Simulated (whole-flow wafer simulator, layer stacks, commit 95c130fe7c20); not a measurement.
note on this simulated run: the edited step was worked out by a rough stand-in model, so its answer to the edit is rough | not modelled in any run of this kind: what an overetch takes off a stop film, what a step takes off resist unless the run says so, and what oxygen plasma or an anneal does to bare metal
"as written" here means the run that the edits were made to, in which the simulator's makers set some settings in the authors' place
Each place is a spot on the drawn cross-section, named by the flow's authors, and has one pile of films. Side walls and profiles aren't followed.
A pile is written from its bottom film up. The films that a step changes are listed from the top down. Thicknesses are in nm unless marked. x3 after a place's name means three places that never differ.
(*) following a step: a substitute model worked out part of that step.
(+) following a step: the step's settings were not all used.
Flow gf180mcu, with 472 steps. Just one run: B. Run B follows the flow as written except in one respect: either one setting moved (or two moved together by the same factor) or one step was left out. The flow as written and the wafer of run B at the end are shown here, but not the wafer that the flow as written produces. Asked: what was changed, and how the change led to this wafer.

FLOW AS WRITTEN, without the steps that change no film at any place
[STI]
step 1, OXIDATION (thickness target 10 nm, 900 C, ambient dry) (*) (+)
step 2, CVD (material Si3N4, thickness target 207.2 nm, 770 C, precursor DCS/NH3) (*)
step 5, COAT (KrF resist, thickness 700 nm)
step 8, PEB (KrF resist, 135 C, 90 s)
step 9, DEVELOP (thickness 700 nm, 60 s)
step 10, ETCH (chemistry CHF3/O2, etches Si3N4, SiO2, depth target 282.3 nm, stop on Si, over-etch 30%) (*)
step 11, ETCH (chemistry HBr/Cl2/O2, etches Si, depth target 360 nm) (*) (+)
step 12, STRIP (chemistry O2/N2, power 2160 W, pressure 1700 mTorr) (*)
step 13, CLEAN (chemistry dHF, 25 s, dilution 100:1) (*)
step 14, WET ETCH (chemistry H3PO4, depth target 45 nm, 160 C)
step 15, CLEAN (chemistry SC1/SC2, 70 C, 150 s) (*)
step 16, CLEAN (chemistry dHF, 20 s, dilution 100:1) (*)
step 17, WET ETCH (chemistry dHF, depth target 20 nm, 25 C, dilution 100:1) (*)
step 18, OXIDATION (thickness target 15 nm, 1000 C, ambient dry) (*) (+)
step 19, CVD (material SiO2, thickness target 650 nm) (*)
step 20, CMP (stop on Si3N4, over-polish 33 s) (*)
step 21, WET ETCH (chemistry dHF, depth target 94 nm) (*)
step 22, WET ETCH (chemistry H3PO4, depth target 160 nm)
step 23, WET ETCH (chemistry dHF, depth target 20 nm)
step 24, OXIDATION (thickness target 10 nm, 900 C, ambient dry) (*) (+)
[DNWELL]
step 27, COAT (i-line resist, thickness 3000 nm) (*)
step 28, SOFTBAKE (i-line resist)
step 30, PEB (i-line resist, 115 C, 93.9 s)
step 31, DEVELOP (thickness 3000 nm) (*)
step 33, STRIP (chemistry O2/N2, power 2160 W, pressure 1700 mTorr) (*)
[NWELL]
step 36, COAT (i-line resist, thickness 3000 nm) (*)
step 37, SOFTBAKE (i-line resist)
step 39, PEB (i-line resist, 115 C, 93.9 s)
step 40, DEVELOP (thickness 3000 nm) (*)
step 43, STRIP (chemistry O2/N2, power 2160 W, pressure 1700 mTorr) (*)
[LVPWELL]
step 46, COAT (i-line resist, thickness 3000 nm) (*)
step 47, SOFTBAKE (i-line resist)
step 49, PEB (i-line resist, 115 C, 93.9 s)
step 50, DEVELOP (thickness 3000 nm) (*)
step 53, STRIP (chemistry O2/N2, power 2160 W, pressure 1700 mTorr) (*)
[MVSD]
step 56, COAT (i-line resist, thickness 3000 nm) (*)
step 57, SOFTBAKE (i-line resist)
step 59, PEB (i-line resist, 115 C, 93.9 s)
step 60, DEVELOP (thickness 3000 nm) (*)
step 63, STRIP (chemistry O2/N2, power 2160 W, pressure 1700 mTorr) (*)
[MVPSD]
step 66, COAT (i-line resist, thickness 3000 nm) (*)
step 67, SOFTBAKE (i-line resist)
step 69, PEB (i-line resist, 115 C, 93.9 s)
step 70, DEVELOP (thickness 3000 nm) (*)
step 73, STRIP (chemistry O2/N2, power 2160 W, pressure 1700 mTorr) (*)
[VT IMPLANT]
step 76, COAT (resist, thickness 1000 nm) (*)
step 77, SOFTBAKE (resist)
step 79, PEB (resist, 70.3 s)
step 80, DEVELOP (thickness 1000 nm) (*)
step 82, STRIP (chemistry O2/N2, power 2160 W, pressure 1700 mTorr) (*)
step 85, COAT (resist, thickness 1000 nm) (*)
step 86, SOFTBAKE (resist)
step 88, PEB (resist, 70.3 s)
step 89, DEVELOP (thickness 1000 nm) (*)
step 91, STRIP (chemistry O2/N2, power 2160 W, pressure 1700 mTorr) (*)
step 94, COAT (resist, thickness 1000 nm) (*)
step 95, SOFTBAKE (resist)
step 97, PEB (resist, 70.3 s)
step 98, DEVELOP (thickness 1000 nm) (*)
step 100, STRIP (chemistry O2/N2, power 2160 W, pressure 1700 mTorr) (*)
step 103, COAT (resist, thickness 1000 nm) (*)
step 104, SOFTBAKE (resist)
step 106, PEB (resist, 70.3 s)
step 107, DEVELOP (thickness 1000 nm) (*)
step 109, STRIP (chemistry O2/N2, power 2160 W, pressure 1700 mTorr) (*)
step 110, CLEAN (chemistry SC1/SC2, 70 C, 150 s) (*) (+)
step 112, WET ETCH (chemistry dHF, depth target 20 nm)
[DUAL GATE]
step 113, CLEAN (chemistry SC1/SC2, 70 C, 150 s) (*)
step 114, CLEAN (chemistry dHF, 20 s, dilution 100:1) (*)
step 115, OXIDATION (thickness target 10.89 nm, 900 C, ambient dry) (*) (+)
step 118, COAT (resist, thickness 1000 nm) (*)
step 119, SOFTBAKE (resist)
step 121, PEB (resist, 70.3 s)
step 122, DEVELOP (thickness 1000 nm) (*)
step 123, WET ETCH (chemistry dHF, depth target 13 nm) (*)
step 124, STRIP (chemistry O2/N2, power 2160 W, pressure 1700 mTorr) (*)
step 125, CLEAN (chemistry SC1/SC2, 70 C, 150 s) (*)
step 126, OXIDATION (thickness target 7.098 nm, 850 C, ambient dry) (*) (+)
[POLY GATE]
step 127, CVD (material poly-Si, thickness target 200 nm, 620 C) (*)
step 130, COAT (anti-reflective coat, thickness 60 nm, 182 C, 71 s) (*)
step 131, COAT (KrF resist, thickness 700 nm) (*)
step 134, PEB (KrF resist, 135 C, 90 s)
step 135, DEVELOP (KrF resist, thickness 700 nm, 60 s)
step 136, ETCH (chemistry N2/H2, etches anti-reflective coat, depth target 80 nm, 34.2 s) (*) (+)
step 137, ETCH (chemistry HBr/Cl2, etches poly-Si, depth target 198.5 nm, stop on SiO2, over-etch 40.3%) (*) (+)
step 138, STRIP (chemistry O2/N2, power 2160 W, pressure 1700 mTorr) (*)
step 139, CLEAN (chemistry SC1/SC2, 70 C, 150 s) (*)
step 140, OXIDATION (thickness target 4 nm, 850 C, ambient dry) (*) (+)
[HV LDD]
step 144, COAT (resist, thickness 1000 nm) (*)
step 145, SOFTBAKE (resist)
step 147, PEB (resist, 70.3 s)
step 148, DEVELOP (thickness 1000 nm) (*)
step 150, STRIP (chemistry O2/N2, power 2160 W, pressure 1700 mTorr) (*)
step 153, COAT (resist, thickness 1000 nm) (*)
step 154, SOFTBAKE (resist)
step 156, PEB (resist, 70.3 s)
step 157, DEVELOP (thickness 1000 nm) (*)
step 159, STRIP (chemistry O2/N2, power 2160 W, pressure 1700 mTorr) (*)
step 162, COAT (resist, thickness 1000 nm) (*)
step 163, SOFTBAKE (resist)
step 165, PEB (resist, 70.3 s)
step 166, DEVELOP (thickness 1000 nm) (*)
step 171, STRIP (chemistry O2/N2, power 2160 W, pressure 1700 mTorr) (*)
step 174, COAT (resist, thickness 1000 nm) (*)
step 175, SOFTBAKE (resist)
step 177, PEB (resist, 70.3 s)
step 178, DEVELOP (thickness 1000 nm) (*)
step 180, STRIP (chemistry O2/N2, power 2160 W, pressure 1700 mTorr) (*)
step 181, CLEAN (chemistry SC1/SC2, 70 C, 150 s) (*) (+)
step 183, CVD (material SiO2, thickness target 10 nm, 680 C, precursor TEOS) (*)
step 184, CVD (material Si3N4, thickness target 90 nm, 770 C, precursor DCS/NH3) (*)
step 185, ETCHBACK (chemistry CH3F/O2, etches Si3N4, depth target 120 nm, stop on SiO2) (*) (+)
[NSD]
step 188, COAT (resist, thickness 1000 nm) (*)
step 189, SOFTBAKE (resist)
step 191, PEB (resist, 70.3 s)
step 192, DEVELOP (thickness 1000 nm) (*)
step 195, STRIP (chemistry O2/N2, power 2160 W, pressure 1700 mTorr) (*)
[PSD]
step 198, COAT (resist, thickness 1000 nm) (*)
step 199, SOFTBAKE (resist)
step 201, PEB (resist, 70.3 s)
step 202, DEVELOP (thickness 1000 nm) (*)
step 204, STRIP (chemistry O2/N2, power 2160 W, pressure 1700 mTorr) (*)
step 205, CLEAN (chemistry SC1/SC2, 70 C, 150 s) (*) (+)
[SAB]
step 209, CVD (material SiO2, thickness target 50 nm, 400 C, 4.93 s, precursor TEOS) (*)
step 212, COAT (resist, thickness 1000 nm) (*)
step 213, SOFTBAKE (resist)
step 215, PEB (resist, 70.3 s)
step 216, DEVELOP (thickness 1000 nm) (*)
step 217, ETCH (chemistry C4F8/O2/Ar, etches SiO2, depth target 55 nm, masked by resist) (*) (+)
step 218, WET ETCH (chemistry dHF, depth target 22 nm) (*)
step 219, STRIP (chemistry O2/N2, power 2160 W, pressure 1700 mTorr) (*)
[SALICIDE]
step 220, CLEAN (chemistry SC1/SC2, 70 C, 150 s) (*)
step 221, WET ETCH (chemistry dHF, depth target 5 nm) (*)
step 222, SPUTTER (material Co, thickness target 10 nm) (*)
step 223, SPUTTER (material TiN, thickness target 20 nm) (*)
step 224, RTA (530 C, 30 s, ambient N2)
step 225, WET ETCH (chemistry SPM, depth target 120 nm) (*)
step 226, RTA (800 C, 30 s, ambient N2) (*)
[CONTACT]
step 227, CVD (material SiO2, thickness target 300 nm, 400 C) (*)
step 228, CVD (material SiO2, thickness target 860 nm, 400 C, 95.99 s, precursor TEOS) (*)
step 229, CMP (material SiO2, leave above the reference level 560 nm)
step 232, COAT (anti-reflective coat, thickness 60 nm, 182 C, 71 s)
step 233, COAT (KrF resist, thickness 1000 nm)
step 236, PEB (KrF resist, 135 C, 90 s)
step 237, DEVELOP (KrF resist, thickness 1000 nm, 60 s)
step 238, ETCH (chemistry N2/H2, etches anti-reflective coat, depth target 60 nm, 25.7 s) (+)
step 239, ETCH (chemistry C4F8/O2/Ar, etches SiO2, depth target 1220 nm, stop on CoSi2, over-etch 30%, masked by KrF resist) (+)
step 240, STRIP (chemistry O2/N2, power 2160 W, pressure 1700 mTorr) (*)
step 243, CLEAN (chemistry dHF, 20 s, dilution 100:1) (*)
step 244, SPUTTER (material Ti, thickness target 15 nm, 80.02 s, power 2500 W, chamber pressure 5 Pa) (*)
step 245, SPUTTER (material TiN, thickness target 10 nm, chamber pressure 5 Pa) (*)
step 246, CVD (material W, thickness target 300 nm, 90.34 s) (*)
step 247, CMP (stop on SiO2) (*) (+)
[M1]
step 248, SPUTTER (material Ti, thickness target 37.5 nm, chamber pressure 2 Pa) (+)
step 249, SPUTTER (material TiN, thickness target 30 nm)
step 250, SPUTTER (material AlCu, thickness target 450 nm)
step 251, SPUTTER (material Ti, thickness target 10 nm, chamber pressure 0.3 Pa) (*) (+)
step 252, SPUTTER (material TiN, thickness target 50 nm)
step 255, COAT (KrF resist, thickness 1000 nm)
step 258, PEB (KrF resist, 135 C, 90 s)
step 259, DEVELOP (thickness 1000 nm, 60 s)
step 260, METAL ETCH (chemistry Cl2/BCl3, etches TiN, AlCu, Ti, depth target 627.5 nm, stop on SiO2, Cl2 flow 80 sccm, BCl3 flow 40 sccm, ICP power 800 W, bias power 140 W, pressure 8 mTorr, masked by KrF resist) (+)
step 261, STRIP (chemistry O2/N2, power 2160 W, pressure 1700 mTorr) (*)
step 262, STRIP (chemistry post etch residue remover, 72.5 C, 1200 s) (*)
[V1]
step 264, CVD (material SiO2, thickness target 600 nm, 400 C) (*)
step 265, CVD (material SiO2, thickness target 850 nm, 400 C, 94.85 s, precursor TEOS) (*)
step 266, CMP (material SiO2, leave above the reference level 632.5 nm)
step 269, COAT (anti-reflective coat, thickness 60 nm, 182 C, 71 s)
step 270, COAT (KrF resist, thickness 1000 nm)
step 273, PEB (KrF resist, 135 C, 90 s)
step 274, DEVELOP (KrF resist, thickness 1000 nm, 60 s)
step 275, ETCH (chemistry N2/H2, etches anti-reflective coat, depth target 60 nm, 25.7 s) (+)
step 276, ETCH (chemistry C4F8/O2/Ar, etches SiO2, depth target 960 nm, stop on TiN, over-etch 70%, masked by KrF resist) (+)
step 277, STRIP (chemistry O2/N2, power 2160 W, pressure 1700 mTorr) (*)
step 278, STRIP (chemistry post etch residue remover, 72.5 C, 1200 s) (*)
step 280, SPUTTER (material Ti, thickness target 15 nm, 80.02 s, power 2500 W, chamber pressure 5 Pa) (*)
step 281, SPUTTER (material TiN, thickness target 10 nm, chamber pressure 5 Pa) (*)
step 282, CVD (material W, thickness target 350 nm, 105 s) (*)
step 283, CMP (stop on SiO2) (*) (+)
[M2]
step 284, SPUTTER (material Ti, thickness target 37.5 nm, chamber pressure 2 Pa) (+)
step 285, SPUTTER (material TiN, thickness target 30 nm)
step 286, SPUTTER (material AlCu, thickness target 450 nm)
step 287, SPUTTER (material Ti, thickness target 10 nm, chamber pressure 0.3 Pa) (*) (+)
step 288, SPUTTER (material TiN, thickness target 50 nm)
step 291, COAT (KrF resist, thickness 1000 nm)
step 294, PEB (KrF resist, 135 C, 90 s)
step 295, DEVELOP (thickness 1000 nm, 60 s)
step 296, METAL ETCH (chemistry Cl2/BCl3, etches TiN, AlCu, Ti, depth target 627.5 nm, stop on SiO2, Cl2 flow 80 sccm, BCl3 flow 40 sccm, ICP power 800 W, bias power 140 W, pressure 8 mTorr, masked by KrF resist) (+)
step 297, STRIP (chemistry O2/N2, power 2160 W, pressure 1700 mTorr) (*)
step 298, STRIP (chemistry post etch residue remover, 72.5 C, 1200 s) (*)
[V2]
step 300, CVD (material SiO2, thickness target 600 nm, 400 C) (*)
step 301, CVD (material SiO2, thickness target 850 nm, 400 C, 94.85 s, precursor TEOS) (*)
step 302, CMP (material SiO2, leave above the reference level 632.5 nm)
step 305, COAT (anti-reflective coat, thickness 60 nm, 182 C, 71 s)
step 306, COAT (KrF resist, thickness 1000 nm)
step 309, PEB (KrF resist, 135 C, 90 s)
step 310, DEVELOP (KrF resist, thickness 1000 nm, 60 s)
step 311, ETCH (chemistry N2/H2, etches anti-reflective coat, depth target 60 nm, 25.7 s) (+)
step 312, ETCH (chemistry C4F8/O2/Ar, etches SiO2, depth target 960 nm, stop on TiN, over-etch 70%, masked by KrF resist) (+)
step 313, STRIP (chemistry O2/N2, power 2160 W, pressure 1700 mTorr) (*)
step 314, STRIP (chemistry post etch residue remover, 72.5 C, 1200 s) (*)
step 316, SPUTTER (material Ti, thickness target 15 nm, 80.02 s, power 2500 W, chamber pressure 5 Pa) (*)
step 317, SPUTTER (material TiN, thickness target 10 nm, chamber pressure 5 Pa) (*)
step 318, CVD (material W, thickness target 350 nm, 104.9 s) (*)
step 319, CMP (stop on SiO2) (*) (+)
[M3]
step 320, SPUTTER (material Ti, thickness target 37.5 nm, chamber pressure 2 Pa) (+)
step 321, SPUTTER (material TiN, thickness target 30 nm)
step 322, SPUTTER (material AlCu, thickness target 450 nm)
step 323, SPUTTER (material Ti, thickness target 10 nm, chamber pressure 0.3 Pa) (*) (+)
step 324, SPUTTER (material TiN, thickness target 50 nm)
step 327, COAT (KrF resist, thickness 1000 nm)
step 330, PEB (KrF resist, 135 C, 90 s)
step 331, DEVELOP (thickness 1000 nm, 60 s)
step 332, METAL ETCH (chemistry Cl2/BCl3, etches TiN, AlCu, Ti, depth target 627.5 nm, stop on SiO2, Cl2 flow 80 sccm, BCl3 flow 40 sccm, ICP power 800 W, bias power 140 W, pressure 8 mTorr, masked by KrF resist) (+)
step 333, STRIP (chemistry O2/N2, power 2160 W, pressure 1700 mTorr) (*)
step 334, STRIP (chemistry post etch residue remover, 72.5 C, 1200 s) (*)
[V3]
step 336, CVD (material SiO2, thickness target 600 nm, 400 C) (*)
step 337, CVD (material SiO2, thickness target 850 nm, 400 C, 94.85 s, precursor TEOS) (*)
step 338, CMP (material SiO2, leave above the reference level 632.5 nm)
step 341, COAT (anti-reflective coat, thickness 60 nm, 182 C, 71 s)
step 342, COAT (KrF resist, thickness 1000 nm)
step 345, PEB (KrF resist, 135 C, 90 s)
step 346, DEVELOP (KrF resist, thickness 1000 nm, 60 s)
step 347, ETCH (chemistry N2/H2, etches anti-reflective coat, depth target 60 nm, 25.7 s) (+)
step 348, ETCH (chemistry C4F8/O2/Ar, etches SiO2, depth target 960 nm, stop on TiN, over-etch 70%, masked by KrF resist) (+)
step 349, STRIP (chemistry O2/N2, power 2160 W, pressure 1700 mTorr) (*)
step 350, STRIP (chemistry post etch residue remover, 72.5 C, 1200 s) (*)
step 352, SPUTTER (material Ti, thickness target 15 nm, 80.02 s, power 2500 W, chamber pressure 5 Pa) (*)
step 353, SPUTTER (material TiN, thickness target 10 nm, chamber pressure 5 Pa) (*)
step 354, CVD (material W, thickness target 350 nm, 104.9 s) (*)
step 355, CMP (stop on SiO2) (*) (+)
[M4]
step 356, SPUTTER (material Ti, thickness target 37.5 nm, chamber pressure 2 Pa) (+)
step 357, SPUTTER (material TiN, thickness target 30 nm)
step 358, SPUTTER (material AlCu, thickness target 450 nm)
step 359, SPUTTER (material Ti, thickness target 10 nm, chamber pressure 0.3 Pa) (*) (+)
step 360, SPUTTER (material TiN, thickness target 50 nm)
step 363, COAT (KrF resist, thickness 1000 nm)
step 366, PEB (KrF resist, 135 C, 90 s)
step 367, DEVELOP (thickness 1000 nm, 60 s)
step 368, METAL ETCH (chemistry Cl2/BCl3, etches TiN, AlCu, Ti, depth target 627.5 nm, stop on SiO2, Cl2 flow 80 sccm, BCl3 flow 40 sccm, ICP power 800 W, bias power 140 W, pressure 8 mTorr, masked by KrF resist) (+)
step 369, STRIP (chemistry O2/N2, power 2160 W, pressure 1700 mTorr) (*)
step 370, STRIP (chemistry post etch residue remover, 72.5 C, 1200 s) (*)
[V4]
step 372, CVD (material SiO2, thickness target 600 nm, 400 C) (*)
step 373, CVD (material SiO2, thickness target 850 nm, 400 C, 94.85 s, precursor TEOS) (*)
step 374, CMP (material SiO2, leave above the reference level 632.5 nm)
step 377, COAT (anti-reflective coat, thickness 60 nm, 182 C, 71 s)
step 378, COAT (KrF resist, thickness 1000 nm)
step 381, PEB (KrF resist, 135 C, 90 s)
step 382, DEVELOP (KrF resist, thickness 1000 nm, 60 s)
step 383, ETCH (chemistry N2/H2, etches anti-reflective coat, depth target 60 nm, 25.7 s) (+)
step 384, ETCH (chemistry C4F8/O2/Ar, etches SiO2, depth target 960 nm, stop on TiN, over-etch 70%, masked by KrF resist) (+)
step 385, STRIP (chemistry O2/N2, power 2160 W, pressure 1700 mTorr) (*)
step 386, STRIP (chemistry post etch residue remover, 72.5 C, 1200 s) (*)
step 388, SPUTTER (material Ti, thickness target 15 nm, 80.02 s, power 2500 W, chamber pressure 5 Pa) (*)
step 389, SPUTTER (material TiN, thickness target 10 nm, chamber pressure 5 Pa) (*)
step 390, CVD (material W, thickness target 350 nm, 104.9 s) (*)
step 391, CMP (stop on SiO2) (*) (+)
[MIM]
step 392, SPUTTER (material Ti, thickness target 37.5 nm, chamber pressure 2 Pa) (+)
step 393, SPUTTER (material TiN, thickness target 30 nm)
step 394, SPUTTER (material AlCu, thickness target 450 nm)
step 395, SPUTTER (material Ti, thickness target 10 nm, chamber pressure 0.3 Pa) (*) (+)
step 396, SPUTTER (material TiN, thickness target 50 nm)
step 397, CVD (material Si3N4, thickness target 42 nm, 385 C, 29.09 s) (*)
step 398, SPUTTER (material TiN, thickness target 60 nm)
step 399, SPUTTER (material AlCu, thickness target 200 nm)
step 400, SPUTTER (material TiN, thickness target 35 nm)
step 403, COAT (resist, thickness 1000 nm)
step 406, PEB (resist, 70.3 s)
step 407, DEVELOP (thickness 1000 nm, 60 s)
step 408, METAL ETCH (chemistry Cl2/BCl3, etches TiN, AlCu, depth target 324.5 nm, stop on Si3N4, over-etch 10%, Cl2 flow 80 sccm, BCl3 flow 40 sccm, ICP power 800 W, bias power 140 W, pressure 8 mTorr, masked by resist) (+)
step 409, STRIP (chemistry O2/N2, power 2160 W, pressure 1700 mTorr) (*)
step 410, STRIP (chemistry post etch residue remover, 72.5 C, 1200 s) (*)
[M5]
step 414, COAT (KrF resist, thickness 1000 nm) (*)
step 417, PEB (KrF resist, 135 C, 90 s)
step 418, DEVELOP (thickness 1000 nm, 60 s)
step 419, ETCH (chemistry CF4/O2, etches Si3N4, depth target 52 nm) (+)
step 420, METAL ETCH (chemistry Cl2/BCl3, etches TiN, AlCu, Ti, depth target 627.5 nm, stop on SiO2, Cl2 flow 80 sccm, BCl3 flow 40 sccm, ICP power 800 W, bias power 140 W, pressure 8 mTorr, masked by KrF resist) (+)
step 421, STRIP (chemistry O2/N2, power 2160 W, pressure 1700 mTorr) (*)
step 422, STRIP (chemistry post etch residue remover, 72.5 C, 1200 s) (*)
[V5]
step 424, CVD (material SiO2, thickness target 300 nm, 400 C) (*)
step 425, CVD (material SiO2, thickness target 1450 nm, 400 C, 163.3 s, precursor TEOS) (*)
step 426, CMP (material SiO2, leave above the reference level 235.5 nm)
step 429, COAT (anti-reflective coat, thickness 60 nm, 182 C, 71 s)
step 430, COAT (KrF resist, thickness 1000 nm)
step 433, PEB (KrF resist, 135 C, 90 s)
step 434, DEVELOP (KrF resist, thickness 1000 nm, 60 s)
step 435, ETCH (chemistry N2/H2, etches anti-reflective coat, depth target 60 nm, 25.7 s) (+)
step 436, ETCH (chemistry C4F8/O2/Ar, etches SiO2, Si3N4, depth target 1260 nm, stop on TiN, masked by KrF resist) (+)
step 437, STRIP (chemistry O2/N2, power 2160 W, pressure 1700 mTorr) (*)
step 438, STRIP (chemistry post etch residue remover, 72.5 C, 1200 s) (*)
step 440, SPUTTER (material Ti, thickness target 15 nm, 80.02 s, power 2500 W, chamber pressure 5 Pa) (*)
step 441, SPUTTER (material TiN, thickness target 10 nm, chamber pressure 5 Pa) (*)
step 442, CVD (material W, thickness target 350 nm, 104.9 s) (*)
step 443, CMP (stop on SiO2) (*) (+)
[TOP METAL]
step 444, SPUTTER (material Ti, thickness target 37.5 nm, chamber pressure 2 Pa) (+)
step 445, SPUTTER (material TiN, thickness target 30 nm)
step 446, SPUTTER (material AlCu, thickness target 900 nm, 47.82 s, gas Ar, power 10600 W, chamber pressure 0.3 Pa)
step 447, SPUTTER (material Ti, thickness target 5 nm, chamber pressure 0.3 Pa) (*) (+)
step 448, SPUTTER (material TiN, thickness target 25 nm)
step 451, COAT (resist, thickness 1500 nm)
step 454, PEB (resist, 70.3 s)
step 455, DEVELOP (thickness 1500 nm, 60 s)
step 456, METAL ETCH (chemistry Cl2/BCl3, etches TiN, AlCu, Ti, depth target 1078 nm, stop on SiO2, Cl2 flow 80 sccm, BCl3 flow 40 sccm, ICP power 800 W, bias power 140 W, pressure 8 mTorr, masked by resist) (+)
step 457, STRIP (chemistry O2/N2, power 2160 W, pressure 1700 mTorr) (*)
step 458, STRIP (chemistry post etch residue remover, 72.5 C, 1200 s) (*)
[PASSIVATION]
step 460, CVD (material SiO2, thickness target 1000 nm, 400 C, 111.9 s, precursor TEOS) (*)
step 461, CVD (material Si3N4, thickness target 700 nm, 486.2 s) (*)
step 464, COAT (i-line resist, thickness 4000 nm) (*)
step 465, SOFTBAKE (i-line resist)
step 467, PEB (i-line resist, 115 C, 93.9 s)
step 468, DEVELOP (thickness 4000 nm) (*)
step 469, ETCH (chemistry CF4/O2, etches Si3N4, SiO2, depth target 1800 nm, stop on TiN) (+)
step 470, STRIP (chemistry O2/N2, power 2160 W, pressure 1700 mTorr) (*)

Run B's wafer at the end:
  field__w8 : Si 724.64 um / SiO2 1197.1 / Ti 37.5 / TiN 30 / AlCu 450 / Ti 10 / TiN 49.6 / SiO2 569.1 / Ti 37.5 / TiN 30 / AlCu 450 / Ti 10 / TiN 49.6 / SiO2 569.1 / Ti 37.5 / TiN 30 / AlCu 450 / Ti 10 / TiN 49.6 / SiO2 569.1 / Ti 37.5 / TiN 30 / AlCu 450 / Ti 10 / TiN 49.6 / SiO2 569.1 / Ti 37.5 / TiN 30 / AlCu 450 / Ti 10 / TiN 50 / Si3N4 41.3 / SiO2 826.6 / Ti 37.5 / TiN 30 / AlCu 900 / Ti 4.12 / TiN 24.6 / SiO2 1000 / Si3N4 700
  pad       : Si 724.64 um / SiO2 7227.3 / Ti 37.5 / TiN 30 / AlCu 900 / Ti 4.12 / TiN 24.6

The reason: step 447, SPUTTER: thickness target 4.12 nm was run, while the flow as written has thickness target 5 nm.
The wafer itself shows it: field__w8 has Ti 4.12, and step 447 as written asks for 5 nm.

How this came from the change, step by step:
  step 447, SPUTTER (material Ti, thickness target 5 nm, chamber pressure 0.3 Pa) (*) (+)
      field, field__w1, field__w2 and 109 more: +4.12 Ti (new film) (as written it would have been: +5 Ti (new film))
  step 456, METAL ETCH (chemistry Cl2/BCl3, etches TiN, AlCu, Ti, depth target 1078 nm, stop on SiO2, Cl2 flow 80 sccm, BCl3 flow 40 sccm, ICP power 800 W, bias power 140 W, pressure 8 mTorr, masked by resist) (+)
      field, field__w1, field__w2 and 103 more: -25 TiN (all of it), -4.12 Ti (all of it), -900 AlCu (all of it), -30 TiN (all of it), -37.5 Ti (all of it) (as written it would have been: -25 TiN (all of it), -5 Ti (all of it), -900 AlCu (all of it), -30 TiN (all of it), -37.5 Ti (all of it))
